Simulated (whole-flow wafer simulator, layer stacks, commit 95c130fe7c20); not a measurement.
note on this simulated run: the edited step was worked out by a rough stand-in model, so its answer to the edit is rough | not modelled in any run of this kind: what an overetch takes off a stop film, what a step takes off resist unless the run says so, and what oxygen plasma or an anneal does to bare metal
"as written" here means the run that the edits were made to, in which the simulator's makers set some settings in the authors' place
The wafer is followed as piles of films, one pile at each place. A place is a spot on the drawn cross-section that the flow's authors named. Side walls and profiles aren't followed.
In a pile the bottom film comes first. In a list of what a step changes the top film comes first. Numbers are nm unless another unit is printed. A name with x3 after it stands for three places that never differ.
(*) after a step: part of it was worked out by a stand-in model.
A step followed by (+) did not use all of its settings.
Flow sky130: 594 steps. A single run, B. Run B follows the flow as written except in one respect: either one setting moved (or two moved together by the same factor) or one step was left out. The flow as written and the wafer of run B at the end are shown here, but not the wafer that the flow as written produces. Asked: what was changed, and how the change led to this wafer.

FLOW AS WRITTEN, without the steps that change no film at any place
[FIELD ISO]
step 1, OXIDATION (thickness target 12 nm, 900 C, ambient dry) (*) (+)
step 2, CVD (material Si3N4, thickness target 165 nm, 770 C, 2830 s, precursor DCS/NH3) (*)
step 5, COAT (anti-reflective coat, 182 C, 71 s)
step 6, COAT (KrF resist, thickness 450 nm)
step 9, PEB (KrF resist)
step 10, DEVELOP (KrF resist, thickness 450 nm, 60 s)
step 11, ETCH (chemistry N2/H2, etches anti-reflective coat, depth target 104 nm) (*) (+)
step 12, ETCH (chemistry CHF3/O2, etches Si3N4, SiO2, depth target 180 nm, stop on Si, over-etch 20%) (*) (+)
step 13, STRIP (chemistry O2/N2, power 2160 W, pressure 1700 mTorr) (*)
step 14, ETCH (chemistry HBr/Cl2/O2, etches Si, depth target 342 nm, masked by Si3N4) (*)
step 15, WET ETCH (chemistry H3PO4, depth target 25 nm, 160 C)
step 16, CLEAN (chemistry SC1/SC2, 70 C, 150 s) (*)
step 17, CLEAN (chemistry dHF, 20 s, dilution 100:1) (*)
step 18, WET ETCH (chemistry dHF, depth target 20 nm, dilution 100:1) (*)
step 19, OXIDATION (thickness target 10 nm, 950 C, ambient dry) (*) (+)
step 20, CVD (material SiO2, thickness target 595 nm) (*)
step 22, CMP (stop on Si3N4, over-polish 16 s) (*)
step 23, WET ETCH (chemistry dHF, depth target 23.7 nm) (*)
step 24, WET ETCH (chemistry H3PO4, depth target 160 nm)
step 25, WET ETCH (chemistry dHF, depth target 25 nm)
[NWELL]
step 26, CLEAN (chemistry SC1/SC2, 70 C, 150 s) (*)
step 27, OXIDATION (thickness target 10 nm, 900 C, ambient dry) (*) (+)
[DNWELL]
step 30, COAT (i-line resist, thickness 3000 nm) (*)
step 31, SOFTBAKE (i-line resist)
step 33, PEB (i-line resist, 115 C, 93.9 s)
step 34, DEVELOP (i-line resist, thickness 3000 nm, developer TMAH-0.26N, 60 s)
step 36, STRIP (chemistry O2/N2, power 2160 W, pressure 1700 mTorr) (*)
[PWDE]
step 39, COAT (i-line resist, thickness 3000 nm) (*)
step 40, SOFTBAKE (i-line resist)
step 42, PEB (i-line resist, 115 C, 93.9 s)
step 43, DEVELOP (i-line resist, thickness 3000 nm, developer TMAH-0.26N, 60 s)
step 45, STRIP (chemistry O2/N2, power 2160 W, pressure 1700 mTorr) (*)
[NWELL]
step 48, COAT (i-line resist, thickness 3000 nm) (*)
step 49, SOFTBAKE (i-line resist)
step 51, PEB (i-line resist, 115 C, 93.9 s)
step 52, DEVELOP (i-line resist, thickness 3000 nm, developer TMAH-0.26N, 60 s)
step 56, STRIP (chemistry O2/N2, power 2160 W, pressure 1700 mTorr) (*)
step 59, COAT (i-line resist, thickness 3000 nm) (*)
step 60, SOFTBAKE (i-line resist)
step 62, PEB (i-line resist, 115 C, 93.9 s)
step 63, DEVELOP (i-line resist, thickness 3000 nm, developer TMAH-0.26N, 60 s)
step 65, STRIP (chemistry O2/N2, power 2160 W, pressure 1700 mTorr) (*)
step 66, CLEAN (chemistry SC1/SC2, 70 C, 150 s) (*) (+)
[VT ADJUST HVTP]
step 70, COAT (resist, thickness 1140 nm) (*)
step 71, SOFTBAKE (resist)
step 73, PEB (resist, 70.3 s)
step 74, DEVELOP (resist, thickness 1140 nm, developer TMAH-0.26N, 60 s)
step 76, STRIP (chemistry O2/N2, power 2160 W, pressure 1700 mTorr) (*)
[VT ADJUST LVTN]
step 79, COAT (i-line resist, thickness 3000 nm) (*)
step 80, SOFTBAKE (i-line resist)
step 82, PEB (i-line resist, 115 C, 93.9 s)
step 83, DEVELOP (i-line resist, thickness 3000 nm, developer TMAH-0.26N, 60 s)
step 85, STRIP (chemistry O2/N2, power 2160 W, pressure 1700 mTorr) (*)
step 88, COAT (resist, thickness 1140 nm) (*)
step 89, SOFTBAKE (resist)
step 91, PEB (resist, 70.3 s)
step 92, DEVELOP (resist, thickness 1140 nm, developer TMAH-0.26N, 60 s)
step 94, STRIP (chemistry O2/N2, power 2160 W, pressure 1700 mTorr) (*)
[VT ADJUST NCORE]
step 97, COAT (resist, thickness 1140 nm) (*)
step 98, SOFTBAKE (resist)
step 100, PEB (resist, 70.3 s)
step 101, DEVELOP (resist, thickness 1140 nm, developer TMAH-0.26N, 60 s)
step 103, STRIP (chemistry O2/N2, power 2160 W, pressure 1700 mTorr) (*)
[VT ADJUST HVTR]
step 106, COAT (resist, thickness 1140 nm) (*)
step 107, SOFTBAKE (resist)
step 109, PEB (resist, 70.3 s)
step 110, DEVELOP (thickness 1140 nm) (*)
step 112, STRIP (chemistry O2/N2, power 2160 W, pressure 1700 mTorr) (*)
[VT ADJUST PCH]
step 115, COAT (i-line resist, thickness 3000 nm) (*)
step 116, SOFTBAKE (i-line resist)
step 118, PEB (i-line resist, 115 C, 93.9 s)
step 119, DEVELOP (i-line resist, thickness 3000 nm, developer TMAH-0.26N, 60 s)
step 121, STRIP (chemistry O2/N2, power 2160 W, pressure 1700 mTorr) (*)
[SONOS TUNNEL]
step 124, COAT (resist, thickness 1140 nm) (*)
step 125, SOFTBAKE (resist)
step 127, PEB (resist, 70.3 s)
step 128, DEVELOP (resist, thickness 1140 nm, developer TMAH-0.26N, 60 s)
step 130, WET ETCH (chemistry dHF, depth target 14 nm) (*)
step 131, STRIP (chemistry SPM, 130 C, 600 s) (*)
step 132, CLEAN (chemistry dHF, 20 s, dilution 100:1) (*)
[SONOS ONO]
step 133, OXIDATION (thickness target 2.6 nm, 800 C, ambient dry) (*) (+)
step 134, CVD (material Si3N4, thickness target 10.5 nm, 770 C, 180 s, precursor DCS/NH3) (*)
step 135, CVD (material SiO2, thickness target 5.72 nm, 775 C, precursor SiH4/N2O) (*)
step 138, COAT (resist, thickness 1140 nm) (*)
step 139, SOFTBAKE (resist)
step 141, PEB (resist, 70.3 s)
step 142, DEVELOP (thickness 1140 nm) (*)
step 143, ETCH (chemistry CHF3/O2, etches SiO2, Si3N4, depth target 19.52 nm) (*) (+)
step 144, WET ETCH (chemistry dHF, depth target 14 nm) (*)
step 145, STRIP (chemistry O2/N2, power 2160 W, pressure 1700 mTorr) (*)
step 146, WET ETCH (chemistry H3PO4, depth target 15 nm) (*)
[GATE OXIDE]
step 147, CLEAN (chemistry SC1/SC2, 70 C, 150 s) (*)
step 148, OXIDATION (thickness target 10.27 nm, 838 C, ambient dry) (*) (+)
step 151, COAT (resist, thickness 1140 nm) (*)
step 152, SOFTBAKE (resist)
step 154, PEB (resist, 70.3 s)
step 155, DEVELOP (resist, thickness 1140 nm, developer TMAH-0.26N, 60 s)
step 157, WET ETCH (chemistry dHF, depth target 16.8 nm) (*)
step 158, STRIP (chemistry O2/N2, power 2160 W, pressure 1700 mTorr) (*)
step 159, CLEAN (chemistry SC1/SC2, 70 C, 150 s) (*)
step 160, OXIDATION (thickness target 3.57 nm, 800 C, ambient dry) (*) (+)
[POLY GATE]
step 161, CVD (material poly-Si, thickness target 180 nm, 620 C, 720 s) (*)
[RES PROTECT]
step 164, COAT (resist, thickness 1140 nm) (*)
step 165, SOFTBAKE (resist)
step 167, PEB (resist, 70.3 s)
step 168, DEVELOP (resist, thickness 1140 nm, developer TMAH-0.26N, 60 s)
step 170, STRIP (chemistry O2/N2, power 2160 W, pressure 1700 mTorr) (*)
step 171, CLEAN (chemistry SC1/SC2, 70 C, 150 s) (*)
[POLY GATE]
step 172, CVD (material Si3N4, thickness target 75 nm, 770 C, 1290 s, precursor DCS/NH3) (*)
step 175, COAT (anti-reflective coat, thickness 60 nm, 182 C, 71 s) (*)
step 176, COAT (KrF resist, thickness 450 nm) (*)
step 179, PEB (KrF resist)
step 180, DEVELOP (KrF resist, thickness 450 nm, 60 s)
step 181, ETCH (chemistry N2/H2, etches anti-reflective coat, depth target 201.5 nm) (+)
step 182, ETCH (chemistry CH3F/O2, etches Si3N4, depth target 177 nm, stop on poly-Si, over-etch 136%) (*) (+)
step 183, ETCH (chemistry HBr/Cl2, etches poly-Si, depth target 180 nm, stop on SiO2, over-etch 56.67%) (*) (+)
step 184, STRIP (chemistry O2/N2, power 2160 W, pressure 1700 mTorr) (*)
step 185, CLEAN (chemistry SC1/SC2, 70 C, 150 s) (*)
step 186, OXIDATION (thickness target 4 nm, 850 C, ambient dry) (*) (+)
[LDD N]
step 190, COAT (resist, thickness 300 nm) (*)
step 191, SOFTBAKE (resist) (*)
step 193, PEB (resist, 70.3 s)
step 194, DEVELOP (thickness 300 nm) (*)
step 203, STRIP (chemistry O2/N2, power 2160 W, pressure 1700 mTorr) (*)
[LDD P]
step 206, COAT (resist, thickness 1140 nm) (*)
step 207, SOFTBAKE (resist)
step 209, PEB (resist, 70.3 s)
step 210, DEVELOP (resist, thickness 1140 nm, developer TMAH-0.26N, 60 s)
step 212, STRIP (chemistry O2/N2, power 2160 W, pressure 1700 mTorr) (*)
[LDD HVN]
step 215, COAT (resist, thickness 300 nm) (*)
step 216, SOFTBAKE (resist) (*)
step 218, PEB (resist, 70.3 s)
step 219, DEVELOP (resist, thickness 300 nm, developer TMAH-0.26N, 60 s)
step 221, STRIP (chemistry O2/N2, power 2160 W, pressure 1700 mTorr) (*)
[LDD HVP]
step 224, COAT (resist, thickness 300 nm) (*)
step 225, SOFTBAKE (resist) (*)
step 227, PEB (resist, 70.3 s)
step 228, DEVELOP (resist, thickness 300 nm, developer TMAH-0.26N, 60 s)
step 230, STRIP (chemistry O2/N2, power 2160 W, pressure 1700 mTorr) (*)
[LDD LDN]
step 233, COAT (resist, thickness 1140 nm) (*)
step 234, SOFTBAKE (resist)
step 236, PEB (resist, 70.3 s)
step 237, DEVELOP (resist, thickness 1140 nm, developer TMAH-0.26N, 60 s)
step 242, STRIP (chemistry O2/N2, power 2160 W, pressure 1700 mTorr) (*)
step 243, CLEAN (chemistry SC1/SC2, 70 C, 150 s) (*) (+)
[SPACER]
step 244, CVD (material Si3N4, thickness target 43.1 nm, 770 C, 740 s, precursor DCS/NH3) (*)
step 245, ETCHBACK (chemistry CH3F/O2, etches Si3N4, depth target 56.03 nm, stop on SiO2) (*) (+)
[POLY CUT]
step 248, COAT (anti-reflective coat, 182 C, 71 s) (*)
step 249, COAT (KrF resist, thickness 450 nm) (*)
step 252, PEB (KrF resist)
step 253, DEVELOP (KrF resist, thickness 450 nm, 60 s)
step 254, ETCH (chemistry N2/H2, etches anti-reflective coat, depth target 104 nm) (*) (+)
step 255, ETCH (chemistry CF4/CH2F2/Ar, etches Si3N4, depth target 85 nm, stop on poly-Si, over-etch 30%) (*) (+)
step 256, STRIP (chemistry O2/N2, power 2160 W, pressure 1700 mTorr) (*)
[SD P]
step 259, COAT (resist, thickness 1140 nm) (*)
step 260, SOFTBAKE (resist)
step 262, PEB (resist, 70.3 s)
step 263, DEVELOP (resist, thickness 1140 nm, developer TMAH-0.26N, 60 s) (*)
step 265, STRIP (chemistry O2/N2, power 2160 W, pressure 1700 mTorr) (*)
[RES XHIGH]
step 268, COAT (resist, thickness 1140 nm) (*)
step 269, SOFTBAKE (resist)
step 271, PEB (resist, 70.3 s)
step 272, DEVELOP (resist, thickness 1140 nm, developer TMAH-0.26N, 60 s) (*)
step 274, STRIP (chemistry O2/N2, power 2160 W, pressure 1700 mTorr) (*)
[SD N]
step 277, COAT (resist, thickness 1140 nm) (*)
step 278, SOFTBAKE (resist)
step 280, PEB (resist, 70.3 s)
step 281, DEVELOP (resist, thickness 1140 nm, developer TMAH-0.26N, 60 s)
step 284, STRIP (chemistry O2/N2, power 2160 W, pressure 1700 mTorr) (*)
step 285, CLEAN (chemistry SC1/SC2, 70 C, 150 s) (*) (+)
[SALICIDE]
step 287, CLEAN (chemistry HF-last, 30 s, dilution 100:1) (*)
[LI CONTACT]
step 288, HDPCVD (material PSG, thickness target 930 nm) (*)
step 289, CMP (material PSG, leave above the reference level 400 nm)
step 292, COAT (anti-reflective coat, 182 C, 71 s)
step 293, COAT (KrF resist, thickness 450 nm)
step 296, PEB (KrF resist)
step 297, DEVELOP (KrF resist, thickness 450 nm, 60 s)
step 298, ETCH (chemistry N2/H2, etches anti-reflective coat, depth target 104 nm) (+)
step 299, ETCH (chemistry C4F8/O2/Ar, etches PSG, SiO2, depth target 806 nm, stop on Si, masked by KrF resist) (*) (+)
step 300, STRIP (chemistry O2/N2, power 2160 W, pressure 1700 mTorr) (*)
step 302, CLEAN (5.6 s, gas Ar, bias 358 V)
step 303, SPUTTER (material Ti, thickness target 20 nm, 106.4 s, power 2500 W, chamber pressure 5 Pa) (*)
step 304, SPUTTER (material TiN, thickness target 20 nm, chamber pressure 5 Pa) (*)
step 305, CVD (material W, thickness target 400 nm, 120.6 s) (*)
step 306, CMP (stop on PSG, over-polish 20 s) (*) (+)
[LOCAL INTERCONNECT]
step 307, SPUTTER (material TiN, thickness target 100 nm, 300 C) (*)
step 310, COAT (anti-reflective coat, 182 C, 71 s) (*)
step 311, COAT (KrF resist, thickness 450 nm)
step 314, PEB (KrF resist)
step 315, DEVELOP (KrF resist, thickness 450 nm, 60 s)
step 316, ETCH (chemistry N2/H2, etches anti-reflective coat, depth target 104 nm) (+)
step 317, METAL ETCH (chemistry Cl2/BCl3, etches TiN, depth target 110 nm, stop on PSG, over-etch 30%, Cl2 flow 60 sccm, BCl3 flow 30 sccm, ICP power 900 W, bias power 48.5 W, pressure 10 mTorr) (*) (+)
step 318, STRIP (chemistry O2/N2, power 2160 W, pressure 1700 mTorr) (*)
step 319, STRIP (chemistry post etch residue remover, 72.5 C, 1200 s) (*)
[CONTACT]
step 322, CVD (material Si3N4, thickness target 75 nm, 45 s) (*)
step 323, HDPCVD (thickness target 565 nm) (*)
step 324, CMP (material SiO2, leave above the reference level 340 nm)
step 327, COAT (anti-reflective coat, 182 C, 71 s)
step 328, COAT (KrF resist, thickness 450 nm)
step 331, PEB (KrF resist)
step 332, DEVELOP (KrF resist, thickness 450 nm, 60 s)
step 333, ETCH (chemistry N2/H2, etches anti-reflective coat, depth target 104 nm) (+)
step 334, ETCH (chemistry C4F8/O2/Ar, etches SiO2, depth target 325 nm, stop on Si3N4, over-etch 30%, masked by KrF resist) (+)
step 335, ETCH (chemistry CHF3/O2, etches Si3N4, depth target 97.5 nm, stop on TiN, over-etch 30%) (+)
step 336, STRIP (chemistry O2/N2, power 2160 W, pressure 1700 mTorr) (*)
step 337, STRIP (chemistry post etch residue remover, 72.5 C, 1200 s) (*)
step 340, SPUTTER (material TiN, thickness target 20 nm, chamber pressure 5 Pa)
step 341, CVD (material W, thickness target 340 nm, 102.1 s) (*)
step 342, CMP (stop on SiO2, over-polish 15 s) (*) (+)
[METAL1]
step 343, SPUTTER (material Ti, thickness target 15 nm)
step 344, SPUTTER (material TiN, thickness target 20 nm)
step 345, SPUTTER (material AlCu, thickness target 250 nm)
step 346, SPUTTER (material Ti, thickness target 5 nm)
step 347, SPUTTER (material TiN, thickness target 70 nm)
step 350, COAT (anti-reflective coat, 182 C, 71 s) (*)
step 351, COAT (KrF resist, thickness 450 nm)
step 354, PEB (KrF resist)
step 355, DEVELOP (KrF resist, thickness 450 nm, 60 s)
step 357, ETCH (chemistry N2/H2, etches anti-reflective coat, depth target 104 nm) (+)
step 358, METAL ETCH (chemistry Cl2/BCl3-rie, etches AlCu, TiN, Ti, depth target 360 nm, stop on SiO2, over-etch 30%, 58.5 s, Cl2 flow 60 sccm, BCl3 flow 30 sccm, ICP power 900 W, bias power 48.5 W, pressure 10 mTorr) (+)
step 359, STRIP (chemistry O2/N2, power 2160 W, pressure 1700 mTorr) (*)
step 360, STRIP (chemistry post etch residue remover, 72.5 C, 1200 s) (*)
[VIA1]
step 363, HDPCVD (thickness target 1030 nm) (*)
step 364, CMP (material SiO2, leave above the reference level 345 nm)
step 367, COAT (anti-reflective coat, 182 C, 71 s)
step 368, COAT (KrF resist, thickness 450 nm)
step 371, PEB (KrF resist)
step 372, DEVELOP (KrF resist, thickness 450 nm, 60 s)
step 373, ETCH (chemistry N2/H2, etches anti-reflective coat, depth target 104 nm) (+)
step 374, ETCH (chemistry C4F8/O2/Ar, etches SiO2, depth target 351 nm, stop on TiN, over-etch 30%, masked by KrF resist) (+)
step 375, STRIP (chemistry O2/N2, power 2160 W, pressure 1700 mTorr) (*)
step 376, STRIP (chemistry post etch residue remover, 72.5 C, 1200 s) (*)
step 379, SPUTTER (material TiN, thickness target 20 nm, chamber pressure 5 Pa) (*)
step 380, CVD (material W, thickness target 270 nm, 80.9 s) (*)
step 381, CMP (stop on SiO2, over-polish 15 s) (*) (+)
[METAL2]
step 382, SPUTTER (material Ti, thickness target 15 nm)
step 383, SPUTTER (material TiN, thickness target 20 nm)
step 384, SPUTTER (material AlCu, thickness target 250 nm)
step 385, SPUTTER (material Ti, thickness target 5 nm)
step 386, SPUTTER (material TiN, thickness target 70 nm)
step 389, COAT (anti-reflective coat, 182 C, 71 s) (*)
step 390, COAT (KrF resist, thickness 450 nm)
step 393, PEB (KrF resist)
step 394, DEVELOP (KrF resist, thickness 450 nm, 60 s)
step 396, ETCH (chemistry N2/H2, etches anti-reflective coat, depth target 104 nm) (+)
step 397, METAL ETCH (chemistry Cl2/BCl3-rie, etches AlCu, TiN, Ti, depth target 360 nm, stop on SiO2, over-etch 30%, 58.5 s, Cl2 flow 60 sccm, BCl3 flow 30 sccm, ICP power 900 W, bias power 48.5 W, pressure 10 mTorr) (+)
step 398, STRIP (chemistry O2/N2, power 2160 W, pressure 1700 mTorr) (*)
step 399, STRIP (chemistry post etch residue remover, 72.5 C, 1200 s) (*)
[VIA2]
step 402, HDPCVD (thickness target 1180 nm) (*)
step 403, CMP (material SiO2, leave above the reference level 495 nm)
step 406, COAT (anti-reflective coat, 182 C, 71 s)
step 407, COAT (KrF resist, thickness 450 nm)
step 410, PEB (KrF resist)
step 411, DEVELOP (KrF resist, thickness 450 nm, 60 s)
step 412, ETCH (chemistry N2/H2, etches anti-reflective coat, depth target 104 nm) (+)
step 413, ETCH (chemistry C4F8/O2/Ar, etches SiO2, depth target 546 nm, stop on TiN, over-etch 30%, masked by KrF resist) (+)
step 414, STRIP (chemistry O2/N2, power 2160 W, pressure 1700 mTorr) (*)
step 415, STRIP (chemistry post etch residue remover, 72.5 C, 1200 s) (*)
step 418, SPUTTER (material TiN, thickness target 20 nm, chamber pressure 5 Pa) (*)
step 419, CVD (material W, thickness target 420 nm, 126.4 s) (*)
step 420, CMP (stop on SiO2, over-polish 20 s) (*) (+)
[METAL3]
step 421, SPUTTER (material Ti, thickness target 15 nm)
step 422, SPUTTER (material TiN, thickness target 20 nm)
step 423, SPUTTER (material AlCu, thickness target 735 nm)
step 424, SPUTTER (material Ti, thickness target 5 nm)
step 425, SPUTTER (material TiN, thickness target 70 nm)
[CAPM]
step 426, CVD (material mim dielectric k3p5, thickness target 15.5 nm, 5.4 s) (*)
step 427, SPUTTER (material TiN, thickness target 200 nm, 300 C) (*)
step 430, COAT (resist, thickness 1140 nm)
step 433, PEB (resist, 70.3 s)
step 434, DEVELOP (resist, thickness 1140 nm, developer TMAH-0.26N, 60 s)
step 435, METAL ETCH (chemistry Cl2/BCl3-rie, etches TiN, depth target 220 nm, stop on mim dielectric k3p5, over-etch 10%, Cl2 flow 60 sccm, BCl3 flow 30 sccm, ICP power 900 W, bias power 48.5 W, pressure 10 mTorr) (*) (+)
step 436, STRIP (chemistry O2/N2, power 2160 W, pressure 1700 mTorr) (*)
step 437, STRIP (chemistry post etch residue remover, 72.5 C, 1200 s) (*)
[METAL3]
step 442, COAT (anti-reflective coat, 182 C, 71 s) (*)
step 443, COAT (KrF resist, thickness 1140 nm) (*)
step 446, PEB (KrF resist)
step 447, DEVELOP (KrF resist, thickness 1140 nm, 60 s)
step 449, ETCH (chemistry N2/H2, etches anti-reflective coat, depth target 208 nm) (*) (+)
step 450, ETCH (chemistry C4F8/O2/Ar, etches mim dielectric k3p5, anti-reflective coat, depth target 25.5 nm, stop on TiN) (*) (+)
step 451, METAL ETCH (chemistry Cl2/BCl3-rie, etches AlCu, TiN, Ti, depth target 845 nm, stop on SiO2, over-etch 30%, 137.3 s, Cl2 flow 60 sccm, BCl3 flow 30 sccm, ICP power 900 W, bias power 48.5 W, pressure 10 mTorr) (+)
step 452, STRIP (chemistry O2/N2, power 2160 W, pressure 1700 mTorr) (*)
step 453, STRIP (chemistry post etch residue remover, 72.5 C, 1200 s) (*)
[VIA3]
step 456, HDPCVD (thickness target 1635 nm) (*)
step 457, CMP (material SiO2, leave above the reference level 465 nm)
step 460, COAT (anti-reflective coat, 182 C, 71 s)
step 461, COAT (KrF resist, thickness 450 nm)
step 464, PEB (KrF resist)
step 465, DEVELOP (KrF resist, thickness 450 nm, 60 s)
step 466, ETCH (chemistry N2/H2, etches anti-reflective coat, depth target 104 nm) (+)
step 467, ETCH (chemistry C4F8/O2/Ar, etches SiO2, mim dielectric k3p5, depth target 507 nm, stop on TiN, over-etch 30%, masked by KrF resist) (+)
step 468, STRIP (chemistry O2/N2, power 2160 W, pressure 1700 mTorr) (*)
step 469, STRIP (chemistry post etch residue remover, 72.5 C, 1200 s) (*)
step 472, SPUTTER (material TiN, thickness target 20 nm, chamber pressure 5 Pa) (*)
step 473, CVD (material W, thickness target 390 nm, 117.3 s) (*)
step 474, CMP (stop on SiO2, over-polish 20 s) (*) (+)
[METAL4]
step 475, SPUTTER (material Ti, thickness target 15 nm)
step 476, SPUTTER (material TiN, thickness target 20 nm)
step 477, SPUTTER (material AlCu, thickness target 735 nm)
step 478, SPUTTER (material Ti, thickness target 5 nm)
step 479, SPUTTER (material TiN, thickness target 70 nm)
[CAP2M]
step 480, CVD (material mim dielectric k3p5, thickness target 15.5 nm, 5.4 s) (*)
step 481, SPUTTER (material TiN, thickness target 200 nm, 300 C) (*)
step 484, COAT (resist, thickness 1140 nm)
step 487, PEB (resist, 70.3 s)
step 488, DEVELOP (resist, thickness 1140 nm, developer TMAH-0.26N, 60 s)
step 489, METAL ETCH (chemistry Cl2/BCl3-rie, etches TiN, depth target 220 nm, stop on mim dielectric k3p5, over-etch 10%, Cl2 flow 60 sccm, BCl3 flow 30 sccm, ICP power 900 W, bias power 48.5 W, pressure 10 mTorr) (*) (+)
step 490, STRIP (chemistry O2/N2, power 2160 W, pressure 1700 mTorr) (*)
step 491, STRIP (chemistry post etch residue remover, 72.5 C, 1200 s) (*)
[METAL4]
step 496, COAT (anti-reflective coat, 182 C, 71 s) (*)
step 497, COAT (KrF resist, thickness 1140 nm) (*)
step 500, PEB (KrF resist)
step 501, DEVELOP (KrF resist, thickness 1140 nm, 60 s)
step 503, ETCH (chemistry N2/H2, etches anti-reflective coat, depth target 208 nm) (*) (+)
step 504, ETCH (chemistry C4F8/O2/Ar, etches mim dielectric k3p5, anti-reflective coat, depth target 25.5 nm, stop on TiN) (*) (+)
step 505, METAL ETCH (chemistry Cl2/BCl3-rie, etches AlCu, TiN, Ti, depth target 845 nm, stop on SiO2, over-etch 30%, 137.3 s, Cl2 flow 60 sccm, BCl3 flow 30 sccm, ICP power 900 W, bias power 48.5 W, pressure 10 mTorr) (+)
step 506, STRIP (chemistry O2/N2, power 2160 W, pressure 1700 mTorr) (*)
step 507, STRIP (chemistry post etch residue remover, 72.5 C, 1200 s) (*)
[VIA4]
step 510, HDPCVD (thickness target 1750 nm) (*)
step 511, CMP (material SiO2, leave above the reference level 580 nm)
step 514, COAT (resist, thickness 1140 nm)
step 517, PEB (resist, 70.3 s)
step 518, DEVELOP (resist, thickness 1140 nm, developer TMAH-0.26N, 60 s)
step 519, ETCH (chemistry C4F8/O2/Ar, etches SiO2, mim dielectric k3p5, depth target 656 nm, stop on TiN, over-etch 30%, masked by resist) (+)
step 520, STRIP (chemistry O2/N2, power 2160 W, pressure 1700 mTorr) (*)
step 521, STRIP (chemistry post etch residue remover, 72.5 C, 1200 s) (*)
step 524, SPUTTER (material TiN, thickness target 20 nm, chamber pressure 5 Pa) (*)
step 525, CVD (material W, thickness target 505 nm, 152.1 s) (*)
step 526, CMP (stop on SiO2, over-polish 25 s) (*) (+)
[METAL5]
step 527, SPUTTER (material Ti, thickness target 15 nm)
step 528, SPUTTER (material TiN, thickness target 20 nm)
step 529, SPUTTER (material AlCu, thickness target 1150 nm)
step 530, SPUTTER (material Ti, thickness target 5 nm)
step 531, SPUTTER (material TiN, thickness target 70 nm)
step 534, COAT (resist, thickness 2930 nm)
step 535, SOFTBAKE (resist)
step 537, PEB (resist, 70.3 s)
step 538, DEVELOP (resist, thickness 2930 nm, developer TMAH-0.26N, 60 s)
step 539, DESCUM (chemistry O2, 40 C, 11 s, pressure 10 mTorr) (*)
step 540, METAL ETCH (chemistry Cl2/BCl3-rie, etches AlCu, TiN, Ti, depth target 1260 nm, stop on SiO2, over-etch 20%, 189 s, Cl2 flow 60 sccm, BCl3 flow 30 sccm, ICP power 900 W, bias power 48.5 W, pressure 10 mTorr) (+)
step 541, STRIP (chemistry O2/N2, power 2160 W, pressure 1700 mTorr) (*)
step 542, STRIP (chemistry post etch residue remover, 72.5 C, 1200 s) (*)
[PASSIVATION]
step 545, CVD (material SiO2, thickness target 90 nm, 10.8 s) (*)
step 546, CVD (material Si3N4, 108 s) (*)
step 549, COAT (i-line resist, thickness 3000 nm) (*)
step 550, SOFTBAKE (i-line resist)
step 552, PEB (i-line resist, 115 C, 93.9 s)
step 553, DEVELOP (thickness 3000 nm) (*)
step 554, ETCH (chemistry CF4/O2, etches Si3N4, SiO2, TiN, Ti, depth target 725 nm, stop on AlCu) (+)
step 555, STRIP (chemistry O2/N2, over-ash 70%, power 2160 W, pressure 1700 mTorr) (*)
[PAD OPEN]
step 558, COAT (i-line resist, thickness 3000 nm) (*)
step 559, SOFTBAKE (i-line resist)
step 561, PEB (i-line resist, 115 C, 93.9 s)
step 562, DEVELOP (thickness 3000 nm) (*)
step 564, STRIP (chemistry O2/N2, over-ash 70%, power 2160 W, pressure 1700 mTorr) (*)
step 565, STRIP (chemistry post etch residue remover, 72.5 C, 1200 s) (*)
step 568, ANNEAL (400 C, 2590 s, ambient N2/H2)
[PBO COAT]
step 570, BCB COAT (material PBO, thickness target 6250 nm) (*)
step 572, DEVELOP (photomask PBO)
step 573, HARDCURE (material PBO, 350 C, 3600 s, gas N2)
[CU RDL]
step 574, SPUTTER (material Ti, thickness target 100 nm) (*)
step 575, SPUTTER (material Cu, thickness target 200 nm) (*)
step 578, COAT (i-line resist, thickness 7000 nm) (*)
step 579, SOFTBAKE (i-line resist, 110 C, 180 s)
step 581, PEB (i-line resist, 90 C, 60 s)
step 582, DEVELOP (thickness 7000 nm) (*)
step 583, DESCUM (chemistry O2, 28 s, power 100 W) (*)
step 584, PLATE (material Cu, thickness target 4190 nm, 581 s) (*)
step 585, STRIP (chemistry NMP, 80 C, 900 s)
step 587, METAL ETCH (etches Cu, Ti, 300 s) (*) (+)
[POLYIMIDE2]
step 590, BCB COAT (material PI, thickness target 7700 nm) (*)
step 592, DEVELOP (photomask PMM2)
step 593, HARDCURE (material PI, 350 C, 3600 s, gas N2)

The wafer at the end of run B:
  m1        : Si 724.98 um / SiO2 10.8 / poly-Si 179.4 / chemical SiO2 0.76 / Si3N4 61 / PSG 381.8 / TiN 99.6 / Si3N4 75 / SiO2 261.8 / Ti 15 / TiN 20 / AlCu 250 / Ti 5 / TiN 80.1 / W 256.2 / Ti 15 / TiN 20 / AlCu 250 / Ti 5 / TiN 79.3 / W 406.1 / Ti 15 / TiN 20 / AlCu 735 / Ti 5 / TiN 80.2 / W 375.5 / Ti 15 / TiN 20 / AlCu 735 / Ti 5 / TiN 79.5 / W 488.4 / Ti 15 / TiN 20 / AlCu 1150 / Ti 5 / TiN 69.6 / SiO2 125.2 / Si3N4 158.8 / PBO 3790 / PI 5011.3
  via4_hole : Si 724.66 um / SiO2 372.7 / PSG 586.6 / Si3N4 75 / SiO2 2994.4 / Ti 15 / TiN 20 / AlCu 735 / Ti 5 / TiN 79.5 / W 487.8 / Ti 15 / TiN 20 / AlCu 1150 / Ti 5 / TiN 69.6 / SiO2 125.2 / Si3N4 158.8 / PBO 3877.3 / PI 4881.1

Cause: step 524, SPUTTER: thickness target 13 nm was run, whereas the flow has thickness target 20 nm.

The path from the change to this, step by step:
  step 524, SPUTTER (material TiN, thickness target 20 nm, chamber pressure 5 Pa) (*)
      field, active, n_well and 188 more: TiN gains 13 (new film) (it would be, as written: TiN gains 20 (new film))
      m1, via4_hole: TiN gains 9.92 (it would be, as written: TiN gains 15.3)
  step 526, CMP (stop on SiO2, over-polish 25 s) (*) (+)
      field, active, n_well and 188 more: W loses 505 (all of it), TiN loses 13 (all of it), SiO2 loses 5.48 (it would be, as written: W loses 505 (all of it), TiN loses 20 (all of it), SiO2 loses 5.48)
